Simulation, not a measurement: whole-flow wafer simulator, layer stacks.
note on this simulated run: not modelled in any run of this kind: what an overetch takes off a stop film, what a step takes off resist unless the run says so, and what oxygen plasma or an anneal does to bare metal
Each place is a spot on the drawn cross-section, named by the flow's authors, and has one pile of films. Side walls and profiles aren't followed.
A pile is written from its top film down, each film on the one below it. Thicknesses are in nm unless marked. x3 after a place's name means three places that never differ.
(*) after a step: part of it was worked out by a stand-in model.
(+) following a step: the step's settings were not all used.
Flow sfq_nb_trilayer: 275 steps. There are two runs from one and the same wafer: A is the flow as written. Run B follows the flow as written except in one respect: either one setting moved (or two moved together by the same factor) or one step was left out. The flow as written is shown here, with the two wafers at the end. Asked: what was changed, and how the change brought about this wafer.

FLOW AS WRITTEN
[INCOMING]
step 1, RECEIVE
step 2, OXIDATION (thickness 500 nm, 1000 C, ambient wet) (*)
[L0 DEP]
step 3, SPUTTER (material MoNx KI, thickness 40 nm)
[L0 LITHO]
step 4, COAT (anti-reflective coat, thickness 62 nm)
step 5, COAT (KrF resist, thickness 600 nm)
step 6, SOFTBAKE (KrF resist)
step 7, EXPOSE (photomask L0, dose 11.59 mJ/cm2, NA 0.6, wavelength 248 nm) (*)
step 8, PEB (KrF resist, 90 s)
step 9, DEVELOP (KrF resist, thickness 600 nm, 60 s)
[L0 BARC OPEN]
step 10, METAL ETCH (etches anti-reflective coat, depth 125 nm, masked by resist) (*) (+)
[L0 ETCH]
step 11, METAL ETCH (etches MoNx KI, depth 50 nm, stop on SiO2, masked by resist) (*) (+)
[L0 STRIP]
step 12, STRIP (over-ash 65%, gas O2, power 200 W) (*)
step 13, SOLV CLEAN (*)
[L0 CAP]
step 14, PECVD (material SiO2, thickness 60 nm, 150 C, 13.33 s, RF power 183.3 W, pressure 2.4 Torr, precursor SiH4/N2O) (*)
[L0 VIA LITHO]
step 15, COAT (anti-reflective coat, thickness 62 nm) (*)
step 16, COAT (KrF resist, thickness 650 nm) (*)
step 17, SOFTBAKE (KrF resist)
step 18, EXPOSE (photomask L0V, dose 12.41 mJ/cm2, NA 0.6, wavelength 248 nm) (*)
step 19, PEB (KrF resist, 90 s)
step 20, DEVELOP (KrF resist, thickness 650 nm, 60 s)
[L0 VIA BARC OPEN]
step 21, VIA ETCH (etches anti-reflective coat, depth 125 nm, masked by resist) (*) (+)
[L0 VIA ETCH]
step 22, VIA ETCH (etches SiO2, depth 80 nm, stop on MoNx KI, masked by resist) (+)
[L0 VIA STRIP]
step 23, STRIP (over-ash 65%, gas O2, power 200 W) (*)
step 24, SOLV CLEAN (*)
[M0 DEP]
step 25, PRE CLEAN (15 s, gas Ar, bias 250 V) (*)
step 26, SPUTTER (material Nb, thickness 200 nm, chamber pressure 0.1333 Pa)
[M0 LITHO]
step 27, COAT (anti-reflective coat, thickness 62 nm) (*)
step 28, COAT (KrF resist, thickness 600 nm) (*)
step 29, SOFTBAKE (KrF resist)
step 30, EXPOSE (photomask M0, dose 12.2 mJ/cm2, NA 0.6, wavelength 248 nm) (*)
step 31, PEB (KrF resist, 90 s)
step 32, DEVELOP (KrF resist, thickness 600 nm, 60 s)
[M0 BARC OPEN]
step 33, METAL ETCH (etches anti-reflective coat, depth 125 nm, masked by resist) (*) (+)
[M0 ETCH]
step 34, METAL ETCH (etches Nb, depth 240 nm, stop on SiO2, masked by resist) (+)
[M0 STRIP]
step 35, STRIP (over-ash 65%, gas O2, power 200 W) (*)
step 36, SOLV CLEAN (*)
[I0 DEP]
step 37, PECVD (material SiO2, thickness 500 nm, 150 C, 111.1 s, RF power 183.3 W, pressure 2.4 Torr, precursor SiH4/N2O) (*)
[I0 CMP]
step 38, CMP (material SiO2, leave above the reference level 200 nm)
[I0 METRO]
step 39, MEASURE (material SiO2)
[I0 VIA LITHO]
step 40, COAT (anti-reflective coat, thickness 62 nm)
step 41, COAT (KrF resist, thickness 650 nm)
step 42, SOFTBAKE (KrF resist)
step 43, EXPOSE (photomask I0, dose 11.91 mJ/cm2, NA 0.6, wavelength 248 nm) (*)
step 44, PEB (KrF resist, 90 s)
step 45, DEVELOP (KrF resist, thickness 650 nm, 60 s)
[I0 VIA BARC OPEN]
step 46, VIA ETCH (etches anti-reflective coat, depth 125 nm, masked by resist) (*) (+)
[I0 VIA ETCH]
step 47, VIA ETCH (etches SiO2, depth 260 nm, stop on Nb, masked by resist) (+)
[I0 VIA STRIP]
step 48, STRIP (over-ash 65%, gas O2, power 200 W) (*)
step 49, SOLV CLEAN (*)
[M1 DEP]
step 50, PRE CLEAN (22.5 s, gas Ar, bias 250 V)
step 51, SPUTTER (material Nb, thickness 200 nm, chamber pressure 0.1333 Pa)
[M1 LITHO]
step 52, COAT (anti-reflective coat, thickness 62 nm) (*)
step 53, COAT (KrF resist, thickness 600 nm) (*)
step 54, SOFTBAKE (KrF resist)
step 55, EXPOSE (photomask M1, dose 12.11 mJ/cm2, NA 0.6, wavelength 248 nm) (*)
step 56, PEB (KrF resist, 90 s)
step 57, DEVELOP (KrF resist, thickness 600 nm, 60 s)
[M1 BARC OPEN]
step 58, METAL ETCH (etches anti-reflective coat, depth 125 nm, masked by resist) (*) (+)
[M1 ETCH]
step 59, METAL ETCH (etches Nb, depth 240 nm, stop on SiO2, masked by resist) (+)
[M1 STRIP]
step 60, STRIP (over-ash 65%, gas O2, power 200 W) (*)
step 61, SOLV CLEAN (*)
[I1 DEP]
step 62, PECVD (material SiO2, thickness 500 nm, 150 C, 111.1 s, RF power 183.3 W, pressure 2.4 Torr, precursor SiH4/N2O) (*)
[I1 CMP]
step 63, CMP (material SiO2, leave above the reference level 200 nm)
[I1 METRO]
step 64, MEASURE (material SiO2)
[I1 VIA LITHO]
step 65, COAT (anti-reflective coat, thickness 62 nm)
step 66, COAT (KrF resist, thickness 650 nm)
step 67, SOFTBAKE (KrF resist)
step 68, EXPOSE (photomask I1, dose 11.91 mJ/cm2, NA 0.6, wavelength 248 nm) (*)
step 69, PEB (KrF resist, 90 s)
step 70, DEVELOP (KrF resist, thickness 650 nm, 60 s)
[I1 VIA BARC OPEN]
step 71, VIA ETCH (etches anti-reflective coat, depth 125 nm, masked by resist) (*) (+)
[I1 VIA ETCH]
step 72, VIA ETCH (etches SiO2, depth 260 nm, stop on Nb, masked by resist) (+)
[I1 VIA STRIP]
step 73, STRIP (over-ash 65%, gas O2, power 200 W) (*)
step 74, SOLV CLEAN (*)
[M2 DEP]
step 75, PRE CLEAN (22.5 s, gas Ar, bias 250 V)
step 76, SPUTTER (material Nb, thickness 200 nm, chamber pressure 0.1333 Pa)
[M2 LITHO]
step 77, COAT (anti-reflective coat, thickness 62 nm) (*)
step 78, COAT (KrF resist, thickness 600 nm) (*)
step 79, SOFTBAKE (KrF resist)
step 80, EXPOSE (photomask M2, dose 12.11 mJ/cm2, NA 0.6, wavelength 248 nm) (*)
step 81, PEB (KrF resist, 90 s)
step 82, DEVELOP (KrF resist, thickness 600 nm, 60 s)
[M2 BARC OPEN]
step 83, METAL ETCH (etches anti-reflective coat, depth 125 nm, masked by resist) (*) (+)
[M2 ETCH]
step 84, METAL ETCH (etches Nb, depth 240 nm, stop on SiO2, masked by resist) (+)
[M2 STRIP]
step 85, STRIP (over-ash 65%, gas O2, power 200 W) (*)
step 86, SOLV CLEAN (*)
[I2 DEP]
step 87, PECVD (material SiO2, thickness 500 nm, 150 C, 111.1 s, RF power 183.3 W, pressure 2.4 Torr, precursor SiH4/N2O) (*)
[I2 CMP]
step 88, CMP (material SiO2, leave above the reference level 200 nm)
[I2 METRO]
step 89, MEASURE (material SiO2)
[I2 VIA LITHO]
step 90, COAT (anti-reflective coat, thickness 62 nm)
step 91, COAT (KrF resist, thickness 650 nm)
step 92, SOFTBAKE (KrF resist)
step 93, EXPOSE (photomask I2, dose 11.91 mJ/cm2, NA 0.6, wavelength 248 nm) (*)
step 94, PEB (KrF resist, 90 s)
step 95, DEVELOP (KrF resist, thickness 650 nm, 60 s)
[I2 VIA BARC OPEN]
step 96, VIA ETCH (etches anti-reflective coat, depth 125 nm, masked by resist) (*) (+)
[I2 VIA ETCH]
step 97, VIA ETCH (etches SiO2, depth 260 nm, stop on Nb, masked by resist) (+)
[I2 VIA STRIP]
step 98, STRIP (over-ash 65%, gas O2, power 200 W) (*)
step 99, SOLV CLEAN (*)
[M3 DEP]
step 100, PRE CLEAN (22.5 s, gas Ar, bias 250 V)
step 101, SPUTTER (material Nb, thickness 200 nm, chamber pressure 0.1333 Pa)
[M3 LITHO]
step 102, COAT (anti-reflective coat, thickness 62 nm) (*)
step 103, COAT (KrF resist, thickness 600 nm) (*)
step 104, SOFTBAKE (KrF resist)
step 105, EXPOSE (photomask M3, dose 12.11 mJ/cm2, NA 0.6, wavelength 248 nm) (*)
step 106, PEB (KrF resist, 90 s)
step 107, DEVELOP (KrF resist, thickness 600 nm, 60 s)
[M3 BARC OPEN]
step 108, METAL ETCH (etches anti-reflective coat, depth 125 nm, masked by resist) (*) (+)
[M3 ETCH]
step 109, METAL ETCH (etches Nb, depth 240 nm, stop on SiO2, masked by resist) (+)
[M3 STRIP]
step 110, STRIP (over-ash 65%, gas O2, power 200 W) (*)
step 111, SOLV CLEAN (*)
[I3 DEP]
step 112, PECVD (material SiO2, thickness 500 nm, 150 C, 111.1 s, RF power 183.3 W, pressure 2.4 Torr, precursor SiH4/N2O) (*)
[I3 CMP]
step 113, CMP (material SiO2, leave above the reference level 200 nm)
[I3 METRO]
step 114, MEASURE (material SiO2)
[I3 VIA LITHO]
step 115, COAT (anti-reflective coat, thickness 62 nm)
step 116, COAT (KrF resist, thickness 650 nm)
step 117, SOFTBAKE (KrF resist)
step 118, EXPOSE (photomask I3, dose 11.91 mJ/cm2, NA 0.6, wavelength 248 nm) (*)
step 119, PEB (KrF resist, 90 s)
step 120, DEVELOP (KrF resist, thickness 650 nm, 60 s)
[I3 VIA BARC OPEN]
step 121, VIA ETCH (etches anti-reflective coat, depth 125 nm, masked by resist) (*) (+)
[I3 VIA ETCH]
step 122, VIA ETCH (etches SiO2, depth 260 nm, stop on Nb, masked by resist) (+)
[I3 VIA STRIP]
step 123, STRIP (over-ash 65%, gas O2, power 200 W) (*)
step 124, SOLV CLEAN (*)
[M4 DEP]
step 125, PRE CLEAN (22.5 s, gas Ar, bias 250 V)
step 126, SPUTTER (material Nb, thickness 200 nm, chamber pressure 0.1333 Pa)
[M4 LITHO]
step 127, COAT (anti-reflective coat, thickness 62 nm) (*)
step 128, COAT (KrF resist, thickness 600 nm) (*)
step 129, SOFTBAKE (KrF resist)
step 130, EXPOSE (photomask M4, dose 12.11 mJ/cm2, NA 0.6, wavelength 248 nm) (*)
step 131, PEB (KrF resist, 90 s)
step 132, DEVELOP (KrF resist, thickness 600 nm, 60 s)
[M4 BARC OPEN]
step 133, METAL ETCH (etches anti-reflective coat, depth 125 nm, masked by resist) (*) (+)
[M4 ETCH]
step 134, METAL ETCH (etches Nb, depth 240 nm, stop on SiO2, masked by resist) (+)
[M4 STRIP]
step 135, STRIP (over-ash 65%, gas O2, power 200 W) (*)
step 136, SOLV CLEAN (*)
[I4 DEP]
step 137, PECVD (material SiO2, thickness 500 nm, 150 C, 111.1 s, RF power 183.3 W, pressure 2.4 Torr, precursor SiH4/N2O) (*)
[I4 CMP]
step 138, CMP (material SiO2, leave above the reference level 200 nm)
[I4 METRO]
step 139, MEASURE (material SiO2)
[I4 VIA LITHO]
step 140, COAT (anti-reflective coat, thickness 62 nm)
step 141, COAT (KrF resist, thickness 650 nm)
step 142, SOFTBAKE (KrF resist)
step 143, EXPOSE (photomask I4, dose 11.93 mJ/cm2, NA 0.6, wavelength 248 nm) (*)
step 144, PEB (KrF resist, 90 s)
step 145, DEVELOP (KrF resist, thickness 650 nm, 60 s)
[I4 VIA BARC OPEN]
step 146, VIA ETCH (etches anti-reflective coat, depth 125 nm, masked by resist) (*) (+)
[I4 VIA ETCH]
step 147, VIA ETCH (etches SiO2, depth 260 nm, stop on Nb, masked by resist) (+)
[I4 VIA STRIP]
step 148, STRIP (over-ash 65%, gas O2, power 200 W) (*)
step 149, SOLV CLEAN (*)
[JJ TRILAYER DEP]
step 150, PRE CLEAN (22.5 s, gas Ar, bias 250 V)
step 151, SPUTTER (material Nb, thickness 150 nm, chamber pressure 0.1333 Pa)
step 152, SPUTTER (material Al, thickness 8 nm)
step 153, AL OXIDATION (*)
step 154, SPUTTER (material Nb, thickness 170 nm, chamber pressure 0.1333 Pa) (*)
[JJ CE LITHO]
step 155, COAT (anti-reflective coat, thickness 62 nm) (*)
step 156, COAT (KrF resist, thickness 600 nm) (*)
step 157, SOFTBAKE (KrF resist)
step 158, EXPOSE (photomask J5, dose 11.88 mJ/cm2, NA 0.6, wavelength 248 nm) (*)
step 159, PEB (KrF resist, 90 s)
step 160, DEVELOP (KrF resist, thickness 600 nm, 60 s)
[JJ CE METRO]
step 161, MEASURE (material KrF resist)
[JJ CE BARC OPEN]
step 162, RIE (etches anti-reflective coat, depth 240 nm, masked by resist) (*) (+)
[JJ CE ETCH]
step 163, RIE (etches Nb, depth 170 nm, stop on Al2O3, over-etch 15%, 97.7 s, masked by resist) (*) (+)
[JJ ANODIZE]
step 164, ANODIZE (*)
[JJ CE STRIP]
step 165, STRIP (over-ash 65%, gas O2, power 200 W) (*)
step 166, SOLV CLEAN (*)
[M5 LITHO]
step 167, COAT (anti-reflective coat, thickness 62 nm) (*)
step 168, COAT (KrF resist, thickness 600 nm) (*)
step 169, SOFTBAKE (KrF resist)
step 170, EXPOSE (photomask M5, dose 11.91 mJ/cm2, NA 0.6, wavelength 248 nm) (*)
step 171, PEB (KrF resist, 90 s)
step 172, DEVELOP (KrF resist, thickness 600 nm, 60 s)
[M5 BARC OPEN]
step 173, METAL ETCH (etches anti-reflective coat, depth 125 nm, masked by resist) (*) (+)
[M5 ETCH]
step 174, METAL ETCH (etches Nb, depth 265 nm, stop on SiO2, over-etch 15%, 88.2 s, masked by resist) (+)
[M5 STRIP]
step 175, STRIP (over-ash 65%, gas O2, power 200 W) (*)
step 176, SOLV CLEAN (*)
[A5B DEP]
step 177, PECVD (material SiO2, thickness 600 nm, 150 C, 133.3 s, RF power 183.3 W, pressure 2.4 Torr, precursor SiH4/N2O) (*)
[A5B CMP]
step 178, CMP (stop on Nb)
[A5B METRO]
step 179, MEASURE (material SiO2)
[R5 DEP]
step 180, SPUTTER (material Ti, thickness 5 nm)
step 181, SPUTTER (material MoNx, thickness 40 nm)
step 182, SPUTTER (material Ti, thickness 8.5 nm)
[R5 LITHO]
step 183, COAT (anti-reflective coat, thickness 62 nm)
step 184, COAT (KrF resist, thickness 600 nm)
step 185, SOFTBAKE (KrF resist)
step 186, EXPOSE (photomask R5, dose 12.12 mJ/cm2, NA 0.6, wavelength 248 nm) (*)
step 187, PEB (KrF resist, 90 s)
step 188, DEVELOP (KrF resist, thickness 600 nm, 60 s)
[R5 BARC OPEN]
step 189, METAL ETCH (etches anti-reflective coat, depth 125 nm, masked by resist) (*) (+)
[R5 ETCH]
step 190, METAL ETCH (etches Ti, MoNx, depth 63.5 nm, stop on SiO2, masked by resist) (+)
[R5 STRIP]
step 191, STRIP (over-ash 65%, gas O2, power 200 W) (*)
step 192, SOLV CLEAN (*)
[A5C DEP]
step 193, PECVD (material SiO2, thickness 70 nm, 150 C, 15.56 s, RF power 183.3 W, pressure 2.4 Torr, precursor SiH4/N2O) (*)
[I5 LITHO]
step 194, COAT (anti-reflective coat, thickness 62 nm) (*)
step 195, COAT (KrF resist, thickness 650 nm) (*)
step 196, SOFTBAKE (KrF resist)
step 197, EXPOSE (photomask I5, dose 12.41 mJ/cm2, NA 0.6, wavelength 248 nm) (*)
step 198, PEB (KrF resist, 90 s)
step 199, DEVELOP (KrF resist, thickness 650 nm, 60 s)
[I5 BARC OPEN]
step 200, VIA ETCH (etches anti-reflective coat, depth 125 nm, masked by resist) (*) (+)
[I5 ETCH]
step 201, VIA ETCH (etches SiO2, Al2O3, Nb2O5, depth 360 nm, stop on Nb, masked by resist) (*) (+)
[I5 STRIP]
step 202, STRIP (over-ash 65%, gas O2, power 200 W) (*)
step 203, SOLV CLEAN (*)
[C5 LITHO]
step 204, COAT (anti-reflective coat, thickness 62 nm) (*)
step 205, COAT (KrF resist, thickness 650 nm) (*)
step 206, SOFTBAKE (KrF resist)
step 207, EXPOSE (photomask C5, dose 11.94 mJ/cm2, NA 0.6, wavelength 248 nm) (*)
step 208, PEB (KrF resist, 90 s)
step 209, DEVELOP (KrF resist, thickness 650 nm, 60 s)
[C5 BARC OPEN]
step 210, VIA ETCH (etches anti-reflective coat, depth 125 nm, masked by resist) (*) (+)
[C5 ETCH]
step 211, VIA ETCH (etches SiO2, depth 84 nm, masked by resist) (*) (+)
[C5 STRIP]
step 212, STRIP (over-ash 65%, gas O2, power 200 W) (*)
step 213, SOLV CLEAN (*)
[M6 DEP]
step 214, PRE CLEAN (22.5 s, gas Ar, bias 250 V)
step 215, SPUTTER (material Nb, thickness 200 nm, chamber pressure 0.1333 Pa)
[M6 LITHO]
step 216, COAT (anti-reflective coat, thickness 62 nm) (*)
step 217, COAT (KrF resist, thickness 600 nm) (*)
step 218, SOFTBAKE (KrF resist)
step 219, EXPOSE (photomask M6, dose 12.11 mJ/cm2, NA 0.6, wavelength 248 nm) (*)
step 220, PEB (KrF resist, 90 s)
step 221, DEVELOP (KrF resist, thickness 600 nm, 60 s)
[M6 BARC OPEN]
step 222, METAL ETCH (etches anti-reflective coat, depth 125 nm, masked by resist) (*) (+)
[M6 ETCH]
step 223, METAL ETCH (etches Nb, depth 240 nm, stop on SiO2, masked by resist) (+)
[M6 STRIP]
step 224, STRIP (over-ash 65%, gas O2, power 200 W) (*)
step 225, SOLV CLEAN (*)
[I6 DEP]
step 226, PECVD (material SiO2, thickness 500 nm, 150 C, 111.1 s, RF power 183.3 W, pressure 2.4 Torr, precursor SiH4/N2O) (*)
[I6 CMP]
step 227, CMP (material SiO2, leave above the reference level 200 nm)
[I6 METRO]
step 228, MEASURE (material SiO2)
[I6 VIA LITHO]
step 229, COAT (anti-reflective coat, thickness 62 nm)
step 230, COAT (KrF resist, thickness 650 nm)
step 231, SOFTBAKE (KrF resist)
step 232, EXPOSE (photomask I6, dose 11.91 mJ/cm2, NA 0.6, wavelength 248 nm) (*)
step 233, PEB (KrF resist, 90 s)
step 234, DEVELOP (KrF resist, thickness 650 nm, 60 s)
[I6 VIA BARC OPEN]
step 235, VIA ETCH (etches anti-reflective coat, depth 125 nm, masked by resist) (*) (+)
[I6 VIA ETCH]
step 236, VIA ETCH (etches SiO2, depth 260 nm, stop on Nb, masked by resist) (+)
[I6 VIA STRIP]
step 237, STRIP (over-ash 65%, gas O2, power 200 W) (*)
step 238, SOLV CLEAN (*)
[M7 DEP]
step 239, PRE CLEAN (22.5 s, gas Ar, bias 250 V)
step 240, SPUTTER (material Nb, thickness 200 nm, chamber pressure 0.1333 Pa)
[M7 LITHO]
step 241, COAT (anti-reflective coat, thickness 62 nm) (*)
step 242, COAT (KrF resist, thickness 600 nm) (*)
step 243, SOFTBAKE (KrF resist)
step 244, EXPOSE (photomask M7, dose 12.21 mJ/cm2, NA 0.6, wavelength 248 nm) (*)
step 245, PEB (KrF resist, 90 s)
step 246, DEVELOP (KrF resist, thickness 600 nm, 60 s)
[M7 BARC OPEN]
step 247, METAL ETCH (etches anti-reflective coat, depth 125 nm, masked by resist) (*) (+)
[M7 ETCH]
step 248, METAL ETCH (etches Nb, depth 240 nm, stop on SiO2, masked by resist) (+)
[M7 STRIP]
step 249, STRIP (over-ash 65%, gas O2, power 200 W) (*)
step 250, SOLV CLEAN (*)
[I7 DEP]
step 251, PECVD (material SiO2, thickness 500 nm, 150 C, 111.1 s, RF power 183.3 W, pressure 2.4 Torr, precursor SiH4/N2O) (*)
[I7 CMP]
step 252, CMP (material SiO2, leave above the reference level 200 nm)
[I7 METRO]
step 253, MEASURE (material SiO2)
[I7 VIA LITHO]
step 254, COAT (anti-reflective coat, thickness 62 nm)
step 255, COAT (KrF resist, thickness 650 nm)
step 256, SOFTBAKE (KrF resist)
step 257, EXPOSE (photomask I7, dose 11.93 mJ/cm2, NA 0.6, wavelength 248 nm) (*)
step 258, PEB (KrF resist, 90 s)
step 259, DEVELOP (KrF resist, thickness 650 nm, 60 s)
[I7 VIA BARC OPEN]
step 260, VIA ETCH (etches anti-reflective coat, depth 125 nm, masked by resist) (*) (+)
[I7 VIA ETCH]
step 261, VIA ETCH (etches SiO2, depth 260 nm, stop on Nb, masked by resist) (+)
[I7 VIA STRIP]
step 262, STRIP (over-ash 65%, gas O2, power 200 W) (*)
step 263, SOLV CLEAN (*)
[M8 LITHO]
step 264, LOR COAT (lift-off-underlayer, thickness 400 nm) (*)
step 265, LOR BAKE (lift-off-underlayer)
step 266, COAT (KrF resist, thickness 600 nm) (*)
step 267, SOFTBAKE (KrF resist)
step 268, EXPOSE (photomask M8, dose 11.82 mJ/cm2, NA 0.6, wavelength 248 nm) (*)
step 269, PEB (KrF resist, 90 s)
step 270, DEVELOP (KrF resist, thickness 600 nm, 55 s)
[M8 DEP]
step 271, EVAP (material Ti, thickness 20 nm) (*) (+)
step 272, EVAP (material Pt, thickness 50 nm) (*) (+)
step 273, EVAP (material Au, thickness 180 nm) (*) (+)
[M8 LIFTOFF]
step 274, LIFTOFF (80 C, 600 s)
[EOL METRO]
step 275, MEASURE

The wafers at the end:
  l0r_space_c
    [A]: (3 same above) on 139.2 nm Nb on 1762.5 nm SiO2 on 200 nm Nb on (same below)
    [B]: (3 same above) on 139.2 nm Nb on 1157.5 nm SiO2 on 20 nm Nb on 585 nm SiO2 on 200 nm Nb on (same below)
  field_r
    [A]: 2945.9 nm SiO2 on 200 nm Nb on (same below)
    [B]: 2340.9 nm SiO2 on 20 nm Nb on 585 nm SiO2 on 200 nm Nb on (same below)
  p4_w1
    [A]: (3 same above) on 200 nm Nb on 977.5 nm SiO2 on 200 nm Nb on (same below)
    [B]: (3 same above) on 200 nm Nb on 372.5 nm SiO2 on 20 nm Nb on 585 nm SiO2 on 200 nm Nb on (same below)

Cause: step 84, METAL ETCH: depth 180 nm was run, though the flow has depth 240 nm.

Step by step, how the change led to this:
  step 84, METAL ETCH (etches Nb, depth 240 nm, stop on SiO2, masked by resist) (+)
      field_l, be, be_sur and 81 more: A -200 Nb (all of it) | B -180 Nb
      v_sur, via_wl, via_w and 19 more: A -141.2 KrF resist | B -105.9 KrF resist
  step 85, STRIP (over-ash 65%, gas O2, power 200 W) (*)
      wl_j_sl, wl_jj, wl_j_sr and 12 more: A -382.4 KrF resist (all of it), -62 anti-reflective coat (all of it) | B -417.7 KrF resist (all of it), -62 anti-reflective coat (all of it)
      v_sur: A -380 KrF resist (all of it), -61.4 anti-reflective coat (all of it) | B -415.3 KrF resist (all of it), -61.4 anti-reflective coat (all of it)
      (also at 6 further places)
  step 87, PECVD (material SiO2, thickness 500 nm, 150 C, 111.1 s, RF power 183.3 W, pressure 2.4 Torr, precursor SiH4/N2O) (*)
      field_l, be, be_sur and 81 more: A +500 SiO2 | B +500 SiO2 (new film)
  step 88, CMP (material SiO2, leave above the reference level 200 nm)
      field_l, be, be_sur and 81 more: A -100 SiO2 | B -120 SiO2
If metal films that touch count as one body, l0r_space_c has 3 bodies (between them, from the top down: SiO2 1157.5; SiO2 585); the flow as written gives 2 bodies (between them, from the top down: SiO2 1762.5).
If metal films that touch count as one body, field_r has 2 bodies (between them, from the top down: SiO2 585); the flow as written gives 1 body.
If metal films that touch count as one body, p4_w1 has 4 bodies (between them, from the top down: SiO2 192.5; SiO2 372.5; SiO2 585); the flow as written gives 3 bodies (between them, from the top down: SiO2 192.5; SiO2 977.5).
